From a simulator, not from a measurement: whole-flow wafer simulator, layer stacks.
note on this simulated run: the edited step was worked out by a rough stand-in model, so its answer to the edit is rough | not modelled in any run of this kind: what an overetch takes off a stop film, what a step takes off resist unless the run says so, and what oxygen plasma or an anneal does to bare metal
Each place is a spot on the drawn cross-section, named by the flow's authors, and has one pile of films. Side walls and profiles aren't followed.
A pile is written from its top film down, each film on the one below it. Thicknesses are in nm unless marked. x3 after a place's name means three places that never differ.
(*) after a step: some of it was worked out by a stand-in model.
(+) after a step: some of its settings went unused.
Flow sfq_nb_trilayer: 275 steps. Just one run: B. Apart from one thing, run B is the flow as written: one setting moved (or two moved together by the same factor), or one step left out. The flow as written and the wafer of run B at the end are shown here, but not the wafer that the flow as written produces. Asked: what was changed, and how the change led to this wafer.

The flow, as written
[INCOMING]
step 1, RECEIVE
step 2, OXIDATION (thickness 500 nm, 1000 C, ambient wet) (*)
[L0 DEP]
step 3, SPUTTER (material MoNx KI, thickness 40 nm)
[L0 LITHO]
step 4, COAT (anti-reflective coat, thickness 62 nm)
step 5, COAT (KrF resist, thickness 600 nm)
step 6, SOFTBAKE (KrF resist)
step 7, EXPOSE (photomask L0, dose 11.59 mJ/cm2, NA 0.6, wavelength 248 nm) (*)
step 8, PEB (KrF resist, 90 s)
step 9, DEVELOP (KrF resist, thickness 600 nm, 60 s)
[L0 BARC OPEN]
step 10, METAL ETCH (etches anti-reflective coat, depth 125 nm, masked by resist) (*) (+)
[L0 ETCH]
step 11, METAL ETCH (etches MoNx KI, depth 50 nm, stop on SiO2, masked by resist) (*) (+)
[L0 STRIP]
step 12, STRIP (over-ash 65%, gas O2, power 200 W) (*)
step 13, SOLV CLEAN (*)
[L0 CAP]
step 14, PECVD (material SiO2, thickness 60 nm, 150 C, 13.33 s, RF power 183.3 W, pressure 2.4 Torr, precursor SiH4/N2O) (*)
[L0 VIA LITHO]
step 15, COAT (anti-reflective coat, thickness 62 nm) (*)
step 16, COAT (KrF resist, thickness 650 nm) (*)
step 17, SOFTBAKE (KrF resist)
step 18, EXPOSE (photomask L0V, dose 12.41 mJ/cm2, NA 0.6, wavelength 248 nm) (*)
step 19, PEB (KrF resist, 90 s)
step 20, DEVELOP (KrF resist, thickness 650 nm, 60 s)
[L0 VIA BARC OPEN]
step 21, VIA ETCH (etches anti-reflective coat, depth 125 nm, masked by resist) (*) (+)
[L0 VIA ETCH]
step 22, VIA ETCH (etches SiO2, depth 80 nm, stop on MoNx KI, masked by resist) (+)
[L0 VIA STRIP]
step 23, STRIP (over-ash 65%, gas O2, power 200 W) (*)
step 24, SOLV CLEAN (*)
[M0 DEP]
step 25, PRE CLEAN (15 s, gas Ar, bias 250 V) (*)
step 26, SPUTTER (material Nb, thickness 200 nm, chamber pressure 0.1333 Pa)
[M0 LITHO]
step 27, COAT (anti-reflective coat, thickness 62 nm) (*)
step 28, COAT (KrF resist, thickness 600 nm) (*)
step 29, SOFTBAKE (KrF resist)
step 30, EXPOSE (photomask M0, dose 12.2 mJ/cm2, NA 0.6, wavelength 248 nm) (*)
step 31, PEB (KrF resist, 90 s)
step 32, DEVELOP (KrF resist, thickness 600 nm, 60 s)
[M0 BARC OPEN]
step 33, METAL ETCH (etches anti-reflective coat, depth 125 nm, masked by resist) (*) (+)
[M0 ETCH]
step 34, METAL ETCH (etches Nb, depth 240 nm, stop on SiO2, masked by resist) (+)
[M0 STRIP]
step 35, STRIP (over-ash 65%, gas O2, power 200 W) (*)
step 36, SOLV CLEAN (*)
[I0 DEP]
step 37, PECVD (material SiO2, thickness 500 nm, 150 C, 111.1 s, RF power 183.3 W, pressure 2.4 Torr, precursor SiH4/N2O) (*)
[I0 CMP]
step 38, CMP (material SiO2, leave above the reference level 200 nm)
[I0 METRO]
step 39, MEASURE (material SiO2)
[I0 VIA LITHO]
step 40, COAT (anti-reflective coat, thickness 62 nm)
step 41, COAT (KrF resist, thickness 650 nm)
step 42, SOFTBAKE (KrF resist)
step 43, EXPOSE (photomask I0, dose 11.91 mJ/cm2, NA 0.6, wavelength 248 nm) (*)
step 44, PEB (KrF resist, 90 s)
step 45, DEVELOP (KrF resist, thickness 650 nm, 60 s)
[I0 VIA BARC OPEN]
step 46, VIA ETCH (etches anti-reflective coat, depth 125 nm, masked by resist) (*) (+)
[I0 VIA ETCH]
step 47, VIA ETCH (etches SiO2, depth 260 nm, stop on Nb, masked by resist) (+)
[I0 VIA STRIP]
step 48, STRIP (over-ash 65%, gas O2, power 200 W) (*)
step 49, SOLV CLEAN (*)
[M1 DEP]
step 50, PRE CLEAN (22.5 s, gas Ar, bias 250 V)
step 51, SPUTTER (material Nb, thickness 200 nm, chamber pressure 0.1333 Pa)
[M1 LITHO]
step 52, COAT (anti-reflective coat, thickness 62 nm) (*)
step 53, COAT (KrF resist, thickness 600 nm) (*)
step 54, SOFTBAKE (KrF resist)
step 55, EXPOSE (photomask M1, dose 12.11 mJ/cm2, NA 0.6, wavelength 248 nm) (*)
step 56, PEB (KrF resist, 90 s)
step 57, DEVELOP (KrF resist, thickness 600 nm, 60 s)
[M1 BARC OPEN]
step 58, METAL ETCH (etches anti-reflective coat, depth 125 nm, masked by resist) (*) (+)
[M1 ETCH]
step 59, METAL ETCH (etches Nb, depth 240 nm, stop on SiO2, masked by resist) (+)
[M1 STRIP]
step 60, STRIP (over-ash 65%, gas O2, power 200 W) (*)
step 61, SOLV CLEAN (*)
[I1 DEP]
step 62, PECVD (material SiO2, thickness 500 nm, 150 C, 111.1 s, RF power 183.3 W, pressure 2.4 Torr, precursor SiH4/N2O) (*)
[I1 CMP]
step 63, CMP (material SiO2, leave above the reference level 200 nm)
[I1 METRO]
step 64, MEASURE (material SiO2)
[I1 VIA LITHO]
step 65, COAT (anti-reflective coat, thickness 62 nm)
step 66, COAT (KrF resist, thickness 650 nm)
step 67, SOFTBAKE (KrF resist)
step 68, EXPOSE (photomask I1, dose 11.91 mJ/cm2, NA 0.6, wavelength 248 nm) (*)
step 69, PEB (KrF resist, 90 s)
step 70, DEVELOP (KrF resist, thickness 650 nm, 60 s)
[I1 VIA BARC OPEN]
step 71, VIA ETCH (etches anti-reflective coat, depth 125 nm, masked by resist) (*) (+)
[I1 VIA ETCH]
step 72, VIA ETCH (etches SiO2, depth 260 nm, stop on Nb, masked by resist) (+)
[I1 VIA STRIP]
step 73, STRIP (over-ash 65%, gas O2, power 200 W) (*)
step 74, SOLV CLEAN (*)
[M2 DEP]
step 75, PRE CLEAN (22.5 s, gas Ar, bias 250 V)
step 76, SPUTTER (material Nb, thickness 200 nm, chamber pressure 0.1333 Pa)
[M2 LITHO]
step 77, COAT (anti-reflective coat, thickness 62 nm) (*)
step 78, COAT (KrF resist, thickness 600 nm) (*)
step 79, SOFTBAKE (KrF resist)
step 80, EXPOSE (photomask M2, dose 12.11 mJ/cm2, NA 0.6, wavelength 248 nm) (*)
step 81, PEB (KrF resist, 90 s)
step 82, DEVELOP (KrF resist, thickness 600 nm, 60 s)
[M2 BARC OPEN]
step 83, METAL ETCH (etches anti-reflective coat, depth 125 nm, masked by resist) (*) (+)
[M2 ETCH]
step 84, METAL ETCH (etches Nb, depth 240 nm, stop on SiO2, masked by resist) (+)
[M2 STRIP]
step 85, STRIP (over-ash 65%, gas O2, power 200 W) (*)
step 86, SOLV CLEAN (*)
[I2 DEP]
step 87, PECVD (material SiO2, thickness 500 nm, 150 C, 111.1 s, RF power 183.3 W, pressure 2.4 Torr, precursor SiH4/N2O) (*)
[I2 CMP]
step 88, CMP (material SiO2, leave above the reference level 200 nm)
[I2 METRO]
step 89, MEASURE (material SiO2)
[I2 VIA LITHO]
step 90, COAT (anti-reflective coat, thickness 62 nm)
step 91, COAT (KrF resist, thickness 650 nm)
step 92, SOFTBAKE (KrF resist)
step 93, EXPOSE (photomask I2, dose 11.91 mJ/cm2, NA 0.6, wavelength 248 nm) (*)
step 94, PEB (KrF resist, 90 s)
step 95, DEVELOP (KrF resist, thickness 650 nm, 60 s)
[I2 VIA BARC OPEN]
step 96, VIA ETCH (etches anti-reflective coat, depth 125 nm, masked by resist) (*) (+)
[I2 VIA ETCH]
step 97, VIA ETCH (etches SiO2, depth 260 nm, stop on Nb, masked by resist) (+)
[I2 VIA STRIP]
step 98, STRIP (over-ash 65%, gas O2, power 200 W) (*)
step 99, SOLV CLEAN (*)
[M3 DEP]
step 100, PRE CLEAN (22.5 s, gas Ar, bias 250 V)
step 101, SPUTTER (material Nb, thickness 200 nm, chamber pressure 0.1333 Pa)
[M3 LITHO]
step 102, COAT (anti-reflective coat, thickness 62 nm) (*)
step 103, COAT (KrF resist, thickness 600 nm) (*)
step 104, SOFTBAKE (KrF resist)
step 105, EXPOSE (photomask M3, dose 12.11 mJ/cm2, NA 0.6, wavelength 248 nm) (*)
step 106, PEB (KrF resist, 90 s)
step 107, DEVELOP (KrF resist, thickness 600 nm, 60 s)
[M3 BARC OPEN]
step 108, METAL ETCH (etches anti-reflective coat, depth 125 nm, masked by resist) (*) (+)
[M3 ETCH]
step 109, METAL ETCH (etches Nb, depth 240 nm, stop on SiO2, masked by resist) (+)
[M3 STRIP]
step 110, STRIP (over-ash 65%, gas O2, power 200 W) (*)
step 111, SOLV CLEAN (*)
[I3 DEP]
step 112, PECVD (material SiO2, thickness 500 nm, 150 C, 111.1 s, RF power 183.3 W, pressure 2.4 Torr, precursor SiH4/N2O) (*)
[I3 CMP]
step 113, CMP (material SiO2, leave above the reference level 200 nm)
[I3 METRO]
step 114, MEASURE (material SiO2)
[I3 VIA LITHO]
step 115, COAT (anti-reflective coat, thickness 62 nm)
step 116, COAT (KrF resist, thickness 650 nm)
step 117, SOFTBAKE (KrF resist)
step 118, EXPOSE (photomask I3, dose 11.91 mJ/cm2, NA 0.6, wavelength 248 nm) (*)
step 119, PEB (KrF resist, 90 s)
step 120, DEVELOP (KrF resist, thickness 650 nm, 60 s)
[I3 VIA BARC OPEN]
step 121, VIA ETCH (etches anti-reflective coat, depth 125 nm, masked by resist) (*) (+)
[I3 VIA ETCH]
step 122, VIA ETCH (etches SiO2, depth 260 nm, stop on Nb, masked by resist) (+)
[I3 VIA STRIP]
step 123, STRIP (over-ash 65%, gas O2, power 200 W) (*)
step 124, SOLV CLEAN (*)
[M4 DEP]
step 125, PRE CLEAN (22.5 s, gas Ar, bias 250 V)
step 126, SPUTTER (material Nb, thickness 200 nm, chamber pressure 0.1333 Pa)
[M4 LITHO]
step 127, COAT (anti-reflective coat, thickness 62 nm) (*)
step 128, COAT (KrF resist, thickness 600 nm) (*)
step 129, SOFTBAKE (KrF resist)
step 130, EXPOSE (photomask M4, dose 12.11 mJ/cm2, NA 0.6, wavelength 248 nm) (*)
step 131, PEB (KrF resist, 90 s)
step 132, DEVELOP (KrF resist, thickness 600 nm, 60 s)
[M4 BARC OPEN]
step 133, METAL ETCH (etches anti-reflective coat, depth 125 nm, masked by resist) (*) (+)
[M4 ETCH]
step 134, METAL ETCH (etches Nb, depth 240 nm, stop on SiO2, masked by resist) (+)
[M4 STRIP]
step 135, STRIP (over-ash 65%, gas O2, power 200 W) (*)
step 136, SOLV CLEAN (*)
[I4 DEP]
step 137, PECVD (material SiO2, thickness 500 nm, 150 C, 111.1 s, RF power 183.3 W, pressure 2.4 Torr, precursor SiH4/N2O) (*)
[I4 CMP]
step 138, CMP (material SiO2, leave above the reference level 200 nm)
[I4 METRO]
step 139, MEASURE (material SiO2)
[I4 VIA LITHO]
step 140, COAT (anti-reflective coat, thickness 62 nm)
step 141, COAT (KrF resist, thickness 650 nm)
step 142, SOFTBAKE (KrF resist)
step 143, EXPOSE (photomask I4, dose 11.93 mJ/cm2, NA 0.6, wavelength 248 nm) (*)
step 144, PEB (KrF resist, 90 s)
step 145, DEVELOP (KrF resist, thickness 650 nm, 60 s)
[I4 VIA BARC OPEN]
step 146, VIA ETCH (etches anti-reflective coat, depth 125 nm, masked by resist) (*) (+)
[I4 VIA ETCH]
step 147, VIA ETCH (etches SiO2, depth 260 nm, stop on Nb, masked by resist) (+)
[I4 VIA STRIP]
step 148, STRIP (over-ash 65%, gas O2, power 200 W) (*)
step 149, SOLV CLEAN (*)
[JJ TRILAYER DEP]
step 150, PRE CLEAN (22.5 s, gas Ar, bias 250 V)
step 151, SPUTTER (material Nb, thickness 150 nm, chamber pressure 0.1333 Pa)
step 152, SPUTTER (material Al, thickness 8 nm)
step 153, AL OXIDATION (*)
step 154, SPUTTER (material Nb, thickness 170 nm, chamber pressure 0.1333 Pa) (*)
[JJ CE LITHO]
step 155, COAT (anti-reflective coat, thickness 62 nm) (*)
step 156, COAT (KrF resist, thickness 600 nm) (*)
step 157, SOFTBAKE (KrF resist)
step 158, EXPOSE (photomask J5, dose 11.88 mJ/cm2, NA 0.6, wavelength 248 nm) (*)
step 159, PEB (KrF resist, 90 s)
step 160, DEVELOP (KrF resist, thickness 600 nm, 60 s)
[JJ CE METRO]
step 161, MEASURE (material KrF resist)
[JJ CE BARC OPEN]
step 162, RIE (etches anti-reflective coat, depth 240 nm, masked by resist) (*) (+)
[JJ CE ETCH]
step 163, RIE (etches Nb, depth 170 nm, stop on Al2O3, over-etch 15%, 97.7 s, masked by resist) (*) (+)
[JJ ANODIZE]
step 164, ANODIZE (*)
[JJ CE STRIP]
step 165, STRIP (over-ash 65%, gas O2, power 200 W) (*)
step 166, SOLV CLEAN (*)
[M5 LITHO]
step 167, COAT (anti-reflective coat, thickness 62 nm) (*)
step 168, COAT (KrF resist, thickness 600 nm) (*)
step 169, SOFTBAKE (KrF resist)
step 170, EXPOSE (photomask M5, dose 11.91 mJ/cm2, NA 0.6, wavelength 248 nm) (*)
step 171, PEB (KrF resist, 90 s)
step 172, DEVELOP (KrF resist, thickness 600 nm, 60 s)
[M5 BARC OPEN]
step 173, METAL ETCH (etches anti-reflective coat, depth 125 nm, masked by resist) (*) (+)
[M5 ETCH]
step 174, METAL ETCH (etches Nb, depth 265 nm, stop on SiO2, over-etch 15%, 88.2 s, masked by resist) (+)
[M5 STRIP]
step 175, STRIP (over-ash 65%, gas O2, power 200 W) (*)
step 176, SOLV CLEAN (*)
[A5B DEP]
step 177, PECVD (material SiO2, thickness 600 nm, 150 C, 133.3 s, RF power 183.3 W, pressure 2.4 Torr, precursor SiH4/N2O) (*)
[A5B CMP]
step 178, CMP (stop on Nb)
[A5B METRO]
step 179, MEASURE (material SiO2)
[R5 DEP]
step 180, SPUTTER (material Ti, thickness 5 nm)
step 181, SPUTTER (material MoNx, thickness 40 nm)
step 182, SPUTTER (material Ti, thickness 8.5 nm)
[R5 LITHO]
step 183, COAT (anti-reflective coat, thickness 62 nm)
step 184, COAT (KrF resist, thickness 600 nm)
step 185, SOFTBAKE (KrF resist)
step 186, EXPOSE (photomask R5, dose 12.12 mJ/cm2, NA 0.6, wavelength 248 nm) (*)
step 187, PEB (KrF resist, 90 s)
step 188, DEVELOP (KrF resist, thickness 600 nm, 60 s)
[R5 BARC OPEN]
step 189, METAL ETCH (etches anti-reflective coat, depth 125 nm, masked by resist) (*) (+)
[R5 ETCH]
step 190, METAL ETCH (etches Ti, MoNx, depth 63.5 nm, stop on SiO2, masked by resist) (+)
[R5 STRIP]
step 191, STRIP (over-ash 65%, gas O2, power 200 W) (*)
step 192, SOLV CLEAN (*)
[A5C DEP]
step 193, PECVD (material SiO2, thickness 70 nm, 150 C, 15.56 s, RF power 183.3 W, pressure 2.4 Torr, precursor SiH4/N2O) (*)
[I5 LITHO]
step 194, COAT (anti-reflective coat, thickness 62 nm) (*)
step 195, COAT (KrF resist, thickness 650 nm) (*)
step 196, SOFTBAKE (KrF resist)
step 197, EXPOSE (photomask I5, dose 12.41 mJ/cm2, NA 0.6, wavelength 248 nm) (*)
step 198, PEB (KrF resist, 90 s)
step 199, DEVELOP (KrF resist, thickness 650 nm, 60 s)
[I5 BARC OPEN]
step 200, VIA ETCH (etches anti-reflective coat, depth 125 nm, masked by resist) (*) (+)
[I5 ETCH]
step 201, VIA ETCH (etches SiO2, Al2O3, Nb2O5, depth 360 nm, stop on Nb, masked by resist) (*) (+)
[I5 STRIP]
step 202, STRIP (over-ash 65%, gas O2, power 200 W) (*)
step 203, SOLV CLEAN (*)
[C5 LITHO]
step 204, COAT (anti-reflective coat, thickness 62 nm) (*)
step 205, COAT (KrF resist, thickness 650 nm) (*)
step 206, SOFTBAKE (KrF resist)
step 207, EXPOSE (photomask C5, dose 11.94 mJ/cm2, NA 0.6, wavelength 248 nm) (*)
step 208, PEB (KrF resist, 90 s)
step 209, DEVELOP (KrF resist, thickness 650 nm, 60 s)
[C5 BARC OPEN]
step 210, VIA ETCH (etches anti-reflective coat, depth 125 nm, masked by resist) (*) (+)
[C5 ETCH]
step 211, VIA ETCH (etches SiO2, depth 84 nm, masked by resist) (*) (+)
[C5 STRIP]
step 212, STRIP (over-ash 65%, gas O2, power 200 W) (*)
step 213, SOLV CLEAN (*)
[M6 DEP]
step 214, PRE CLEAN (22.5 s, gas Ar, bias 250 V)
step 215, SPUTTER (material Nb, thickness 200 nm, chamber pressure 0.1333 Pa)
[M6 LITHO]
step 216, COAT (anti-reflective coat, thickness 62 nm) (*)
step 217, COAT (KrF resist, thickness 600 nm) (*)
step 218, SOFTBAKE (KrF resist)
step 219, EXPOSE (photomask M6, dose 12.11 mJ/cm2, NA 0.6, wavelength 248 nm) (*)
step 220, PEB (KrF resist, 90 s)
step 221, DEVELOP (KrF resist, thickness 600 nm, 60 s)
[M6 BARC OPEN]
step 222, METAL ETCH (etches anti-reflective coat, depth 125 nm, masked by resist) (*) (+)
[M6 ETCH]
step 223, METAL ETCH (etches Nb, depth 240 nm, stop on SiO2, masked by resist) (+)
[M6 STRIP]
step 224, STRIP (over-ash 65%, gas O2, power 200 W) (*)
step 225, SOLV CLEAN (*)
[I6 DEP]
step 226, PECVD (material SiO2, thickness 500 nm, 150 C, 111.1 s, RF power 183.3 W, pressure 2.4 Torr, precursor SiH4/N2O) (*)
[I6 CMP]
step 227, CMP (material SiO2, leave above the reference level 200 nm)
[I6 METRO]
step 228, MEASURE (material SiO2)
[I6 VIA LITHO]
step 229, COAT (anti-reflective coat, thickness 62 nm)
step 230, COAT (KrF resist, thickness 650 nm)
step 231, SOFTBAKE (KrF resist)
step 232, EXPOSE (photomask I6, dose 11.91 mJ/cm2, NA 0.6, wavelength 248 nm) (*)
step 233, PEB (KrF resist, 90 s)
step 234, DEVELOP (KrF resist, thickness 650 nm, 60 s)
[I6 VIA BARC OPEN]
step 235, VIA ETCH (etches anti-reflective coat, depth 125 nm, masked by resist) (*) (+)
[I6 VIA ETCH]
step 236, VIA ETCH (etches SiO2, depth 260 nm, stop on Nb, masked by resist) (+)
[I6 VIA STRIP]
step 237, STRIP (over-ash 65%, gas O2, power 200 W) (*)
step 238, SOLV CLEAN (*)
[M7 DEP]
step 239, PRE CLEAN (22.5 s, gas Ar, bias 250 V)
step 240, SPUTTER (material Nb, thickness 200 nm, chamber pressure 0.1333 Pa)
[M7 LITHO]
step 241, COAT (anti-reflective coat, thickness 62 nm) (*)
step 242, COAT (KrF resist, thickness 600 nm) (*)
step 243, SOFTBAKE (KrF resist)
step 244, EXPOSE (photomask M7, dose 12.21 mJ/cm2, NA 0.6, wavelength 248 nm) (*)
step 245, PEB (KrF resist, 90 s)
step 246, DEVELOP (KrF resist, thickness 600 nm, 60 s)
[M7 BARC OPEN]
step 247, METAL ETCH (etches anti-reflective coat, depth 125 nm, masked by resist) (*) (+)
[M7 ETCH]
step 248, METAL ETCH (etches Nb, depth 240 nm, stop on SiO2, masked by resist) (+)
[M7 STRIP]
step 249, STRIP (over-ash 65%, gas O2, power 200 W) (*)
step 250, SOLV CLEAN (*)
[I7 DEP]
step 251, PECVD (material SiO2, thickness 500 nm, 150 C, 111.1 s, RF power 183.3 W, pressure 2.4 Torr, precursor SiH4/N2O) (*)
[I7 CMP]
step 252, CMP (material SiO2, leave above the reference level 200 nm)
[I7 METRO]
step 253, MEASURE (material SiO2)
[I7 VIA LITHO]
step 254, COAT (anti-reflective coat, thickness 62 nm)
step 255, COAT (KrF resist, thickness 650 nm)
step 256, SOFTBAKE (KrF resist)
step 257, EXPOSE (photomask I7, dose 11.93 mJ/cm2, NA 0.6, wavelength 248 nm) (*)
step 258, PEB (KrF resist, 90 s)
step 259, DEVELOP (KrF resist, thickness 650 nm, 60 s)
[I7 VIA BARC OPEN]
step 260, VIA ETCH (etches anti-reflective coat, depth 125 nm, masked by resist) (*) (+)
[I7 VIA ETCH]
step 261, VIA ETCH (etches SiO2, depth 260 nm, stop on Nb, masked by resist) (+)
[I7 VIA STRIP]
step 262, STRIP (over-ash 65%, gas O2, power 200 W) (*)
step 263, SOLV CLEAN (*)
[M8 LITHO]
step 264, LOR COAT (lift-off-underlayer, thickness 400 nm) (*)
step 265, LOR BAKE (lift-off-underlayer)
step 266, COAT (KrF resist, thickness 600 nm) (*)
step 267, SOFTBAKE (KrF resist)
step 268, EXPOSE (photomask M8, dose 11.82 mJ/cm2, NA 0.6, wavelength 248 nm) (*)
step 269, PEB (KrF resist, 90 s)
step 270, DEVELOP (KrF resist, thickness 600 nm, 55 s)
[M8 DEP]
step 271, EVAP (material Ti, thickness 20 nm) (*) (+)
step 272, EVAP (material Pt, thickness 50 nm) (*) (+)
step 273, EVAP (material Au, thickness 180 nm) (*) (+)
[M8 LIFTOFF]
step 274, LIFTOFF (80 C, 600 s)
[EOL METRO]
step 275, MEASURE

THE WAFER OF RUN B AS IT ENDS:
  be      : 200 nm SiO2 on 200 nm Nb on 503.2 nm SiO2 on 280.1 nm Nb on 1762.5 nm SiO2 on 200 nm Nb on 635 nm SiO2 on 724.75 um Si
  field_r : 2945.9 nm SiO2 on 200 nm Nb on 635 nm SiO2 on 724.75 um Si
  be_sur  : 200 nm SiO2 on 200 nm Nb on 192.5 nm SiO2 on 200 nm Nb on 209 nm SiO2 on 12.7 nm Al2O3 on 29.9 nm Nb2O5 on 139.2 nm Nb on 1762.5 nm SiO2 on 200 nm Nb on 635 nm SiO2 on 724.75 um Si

Cause: step 2, OXIDATION: thickness 580 nm was run, while the flow as written has thickness 500 nm.

The path from the change to this, step by step:
  step 2, OXIDATION (thickness 500 nm, 1000 C, ambient wet) (*)
      field_l, v_sur, via_wl and 103 more: +580 SiO2 (new film), -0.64 chemical SiO2 (all of it), -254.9 Si (it would be, as written: +500 SiO2 (new film), -0.64 chemical SiO2 (all of it), -219.7 Si)
